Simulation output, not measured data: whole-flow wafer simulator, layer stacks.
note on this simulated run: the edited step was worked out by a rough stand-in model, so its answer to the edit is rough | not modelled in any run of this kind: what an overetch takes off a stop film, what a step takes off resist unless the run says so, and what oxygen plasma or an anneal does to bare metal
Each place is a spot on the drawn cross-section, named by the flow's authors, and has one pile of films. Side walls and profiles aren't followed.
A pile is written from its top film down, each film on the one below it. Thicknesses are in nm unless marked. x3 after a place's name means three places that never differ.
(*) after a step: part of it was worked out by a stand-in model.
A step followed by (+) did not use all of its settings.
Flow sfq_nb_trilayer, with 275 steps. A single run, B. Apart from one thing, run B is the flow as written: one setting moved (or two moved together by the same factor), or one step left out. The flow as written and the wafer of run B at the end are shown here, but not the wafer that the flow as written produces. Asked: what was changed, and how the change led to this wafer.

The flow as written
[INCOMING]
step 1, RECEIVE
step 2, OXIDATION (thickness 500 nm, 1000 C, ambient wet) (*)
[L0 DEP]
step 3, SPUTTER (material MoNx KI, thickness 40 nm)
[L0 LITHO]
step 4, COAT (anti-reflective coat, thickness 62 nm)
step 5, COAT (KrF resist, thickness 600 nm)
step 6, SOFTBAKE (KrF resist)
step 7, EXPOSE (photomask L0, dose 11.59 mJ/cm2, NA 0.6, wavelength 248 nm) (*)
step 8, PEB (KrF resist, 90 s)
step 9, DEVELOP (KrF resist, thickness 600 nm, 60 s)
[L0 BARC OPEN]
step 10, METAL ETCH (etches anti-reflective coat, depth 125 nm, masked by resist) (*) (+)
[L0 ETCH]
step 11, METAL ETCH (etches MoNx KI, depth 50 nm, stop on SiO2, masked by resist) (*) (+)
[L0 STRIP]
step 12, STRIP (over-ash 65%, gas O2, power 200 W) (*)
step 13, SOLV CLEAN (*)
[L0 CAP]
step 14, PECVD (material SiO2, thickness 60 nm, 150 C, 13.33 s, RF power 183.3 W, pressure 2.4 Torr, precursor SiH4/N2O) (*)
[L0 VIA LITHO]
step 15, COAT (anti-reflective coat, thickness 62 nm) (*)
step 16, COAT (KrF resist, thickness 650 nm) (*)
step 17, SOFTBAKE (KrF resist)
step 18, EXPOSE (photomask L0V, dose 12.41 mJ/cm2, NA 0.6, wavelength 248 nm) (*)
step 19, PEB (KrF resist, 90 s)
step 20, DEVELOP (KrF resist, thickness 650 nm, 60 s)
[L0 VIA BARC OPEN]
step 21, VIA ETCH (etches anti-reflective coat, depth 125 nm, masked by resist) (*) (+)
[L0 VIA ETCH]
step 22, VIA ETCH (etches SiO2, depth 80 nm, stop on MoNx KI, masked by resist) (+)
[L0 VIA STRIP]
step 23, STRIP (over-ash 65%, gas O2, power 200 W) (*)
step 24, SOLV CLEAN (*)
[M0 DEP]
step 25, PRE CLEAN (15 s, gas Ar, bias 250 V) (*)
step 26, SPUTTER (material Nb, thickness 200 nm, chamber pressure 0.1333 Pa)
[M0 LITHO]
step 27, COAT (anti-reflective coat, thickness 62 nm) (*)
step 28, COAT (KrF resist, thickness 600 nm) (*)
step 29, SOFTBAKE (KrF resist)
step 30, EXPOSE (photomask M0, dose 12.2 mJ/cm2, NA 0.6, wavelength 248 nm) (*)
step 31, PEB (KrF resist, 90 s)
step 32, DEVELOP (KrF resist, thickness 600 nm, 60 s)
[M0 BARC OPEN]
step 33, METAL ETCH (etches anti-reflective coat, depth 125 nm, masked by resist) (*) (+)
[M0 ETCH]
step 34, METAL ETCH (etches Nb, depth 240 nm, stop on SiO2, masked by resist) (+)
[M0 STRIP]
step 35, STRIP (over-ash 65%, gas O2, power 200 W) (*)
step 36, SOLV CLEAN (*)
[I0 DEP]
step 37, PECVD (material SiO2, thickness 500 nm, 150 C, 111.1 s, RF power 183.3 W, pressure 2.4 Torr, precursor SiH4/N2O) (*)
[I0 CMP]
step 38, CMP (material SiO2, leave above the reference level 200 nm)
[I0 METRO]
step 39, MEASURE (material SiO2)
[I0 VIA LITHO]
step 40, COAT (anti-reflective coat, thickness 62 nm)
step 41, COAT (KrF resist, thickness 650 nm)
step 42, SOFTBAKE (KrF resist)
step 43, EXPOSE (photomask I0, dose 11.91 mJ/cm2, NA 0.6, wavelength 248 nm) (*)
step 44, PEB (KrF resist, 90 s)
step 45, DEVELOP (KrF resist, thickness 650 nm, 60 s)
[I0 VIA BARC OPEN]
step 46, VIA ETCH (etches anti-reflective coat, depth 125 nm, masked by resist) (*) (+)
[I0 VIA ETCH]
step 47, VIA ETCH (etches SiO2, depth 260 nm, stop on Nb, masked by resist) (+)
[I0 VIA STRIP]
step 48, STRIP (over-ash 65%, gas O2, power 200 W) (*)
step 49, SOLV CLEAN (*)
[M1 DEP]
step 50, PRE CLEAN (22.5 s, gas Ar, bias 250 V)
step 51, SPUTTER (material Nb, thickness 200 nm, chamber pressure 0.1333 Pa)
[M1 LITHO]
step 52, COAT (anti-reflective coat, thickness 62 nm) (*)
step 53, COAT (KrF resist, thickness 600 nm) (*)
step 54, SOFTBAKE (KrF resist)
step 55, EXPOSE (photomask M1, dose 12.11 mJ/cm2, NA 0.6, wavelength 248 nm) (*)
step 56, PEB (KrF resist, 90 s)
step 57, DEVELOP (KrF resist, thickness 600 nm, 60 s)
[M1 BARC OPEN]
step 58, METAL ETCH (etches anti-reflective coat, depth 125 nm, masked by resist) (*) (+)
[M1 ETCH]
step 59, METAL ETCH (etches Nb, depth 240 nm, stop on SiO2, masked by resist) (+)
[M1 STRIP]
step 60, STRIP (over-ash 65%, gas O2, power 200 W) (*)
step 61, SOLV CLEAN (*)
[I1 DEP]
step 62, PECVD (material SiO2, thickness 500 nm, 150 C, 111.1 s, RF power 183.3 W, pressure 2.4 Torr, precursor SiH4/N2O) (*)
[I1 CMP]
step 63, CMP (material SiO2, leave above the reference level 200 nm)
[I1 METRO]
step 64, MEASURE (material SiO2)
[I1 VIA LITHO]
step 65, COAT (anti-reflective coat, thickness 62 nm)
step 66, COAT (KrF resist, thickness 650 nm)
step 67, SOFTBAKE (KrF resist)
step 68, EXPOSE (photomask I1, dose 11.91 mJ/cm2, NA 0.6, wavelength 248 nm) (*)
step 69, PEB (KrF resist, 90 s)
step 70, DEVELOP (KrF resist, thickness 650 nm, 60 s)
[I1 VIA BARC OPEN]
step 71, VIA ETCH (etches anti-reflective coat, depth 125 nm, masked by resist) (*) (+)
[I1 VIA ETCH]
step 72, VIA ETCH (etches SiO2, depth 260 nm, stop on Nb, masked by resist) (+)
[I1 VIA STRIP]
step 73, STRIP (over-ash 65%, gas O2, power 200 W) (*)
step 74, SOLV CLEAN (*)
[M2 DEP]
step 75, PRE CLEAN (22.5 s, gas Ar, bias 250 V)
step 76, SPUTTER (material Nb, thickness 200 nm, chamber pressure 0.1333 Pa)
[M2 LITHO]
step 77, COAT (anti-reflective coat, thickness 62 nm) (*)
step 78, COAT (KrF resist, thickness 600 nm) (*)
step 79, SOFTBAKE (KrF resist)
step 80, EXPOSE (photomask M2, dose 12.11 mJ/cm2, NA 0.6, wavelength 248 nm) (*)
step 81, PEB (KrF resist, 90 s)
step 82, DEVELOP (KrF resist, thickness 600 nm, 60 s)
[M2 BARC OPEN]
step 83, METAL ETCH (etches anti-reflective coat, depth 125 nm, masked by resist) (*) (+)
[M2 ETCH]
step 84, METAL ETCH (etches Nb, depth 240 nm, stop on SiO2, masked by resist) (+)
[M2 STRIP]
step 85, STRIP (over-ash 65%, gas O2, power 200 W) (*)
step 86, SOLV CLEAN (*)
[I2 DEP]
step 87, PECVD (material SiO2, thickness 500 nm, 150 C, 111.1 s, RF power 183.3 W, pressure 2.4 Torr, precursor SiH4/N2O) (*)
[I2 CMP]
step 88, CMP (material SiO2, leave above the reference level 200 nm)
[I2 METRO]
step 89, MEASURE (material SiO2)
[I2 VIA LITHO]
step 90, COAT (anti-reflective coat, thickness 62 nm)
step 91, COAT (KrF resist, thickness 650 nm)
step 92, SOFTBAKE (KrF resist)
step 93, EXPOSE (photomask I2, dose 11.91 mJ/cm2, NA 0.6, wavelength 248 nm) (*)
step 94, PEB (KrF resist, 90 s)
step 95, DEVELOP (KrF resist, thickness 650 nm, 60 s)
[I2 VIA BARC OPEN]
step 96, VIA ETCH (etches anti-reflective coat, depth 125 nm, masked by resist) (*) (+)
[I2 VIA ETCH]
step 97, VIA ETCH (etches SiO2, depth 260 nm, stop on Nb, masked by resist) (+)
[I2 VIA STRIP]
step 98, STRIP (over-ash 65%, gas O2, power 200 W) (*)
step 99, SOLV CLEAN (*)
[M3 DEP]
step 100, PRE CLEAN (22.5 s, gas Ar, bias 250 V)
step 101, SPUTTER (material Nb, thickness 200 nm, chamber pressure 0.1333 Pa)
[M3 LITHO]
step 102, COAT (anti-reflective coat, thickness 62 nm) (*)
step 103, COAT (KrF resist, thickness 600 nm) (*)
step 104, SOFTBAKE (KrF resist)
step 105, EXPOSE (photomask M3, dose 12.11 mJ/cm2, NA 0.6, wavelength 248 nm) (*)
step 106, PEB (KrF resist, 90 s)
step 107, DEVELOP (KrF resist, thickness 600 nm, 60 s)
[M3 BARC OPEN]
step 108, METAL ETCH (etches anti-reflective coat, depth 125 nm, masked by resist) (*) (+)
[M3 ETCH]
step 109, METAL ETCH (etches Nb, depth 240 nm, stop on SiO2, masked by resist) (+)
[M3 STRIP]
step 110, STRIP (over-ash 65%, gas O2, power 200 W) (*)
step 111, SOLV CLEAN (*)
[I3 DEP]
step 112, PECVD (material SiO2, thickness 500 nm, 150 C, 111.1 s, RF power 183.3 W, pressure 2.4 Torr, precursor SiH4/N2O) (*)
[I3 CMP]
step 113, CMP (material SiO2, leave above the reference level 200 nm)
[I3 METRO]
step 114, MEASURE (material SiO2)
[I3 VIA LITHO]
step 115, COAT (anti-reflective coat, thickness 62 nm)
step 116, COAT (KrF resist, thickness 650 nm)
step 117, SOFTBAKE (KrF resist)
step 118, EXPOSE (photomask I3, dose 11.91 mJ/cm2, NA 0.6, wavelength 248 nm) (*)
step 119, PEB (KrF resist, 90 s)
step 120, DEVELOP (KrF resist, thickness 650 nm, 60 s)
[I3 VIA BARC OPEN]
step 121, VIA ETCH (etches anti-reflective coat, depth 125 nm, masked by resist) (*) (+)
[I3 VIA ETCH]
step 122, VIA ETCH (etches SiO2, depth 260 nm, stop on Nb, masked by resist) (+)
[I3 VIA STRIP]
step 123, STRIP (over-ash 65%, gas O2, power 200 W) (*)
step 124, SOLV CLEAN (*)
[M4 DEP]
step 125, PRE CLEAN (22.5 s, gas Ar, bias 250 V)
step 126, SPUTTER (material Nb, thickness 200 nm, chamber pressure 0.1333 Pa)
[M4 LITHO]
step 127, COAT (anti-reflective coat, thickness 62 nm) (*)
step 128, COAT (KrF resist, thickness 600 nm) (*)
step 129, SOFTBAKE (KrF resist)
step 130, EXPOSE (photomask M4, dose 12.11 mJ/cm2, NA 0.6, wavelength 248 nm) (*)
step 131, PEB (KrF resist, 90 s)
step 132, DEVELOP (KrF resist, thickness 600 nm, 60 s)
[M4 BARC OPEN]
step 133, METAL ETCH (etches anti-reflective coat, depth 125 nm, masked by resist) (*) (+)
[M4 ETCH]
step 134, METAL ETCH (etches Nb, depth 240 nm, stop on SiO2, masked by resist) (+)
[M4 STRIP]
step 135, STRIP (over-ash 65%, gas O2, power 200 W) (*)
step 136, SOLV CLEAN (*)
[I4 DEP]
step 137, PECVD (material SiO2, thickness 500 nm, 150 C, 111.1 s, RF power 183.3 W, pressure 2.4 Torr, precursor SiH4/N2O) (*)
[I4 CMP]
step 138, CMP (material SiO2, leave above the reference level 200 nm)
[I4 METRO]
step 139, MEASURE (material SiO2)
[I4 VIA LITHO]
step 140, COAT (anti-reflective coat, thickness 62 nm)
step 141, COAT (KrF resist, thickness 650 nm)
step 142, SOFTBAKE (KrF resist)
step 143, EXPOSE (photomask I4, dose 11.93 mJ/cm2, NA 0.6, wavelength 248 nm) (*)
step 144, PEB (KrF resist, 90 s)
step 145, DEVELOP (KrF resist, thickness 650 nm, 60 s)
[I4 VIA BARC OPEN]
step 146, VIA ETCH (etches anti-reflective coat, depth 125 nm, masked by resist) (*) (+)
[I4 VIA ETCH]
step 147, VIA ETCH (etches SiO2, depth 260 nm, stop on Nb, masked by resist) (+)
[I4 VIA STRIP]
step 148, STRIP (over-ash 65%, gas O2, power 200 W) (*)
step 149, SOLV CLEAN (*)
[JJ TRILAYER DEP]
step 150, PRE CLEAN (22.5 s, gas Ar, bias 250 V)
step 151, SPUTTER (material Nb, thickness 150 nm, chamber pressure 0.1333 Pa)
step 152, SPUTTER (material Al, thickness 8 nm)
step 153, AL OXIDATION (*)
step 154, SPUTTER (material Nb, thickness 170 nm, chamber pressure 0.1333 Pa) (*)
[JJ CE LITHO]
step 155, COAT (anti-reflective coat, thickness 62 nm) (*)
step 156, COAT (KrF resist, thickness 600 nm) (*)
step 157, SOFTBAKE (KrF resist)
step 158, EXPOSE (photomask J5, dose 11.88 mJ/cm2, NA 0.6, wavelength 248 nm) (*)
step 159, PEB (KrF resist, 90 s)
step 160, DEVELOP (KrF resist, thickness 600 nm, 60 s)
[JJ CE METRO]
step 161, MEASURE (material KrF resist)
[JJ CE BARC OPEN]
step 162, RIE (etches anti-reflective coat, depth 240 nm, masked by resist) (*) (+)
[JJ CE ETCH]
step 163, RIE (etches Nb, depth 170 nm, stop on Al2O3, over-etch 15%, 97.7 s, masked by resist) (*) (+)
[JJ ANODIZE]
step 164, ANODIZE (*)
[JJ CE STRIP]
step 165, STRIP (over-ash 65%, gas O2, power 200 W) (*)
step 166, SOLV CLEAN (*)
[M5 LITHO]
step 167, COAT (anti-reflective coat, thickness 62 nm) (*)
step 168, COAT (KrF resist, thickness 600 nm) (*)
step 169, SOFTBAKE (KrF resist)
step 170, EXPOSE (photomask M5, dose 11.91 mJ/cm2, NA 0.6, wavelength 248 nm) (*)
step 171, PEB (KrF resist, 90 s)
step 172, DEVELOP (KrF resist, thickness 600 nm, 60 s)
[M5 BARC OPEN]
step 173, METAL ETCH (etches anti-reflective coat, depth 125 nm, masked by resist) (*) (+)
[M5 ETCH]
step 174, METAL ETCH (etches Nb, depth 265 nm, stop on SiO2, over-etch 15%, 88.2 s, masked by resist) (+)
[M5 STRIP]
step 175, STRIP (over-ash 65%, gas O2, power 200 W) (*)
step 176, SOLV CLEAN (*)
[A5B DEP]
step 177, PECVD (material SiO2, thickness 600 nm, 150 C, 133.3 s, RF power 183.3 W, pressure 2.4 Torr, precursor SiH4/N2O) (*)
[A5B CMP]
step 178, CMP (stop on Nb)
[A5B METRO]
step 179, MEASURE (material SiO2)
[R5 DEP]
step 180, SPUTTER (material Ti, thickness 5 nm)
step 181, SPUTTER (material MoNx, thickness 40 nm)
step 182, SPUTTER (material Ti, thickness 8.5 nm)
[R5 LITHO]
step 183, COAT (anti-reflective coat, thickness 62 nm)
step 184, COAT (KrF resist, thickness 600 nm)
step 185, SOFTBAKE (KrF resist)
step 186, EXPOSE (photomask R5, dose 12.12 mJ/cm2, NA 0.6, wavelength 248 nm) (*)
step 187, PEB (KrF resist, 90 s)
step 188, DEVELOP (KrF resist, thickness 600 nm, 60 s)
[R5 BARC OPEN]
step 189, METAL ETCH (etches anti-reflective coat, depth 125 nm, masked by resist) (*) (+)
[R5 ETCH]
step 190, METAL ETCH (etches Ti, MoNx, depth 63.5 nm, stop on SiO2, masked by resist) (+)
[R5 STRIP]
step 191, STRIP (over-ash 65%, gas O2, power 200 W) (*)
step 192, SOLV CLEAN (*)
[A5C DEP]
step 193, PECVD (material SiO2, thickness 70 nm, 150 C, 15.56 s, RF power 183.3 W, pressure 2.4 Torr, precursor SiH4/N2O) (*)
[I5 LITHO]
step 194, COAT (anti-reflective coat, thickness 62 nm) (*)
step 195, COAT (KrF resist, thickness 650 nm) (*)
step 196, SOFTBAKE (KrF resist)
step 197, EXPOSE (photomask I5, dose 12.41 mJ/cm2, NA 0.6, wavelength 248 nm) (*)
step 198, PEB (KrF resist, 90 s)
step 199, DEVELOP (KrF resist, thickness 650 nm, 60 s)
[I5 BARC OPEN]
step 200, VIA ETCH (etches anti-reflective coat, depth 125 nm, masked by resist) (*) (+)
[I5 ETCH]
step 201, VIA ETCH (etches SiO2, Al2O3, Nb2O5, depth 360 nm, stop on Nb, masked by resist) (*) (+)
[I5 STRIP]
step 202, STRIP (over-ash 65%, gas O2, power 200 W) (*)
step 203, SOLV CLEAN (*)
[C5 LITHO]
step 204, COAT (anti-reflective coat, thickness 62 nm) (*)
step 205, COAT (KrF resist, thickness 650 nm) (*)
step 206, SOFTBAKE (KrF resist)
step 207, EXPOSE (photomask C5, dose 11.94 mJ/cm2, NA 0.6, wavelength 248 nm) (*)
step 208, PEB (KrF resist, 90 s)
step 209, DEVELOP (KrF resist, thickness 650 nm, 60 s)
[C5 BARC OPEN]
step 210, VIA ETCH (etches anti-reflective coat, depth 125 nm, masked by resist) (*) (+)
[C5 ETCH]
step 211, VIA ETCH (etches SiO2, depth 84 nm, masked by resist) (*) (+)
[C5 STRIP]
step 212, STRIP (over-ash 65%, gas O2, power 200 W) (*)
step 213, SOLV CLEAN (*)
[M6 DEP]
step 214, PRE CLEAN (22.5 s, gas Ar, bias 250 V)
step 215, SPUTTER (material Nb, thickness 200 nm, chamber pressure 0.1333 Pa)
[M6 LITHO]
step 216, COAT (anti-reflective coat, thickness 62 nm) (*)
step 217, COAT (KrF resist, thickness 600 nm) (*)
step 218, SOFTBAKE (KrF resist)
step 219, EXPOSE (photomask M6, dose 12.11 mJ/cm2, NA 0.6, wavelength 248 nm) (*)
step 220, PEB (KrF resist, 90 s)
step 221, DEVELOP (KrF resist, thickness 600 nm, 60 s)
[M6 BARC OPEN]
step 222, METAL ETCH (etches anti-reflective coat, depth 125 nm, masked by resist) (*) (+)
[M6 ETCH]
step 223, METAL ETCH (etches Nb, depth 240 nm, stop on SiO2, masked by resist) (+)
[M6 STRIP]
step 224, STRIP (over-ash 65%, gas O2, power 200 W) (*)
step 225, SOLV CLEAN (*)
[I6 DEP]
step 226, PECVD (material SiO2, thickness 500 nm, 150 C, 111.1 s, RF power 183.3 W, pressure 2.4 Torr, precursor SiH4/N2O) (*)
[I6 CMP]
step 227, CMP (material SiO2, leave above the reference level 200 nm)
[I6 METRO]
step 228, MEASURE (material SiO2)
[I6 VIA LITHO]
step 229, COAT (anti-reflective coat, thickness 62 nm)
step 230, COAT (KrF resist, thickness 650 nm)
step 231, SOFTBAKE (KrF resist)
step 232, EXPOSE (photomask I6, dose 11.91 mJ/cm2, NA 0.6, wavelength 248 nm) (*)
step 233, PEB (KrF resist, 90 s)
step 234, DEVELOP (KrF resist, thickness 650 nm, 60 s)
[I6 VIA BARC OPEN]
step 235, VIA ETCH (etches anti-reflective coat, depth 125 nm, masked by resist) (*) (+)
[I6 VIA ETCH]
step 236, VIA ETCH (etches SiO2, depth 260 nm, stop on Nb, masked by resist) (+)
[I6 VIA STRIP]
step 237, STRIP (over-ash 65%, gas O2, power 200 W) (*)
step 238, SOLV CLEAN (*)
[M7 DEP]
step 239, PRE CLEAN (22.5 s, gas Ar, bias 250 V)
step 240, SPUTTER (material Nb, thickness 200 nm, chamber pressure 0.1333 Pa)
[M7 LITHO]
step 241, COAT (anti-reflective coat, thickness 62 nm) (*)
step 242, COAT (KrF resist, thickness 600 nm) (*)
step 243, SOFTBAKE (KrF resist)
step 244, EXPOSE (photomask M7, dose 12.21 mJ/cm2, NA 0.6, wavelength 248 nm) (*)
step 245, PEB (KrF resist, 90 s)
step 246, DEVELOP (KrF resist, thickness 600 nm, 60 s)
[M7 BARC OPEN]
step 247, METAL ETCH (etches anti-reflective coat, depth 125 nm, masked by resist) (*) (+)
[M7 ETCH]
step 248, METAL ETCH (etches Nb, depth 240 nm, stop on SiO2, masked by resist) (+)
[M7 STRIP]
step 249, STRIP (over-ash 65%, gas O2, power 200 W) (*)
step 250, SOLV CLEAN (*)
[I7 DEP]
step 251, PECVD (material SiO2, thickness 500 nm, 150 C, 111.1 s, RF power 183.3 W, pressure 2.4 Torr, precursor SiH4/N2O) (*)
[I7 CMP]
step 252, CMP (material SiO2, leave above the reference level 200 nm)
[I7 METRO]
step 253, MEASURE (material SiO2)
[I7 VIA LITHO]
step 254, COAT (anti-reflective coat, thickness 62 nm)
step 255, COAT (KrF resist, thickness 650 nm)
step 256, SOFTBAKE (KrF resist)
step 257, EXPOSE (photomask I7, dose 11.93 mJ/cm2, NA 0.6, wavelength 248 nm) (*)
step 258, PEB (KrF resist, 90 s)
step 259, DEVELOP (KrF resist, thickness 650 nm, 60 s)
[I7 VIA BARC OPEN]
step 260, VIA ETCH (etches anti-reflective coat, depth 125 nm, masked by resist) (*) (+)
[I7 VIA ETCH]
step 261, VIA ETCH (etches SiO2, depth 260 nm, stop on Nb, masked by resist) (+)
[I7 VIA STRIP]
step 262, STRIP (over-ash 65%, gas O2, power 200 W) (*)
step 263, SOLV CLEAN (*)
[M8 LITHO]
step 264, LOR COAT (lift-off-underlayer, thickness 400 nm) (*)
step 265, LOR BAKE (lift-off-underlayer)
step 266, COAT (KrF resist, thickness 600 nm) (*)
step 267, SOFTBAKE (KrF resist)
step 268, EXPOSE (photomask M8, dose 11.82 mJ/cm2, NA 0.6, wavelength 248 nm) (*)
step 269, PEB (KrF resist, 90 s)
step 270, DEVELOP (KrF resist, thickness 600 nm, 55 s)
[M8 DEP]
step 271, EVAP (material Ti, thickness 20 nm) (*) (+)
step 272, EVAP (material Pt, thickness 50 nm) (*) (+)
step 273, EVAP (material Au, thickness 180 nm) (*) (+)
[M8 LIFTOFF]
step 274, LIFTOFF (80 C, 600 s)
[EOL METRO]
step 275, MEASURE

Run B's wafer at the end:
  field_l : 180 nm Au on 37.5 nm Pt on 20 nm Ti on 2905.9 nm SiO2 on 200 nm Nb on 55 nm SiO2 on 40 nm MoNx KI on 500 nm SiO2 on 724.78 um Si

The reason: step 272, EVAP: thickness 37.5 nm was run, whereas the flow has thickness 50 nm.
The wafer lets one read it off: field_l has Pt 37.5, and step 272 as written asks for 50 nm.

How this came from the change, step by step:
  step 272, EVAP (material Pt, thickness 50 nm) (*) (+)
      field_l, v_sur, via_wl and 103 more: +37.5 Pt (new film) (as written it would have been: +50 Pt (new film))
  step 274, LIFTOFF (80 C, 600 s)
      p4_fl, p4_fm, p4_w1 and 71 more: -180 Au (all of it), -37.5 Pt (all of it), -20 Ti (all of it), -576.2 KrF resist (all of it), -400 lift-off-underlayer (all of it) (as written it would have been: -180 Au (all of it), -50 Pt (all of it), -20 Ti (all of it), -576.2 KrF resist (all of it), -400 lift-off-underlayer (all of it))
      c5j, ce_r: -180 Au (all of it), -37.5 Pt (all of it), -20 Ti (all of it), -573.3 KrF resist (all of it), -399.3 lift-off-underlayer (all of it) (as written it would have been: -180 Au (all of it), -50 Pt (all of it), -20 Ti (all of it), -573.3 KrF resist (all of it), -399.3 lift-off-underlayer (all of it))
      (and at 19 other places as well)
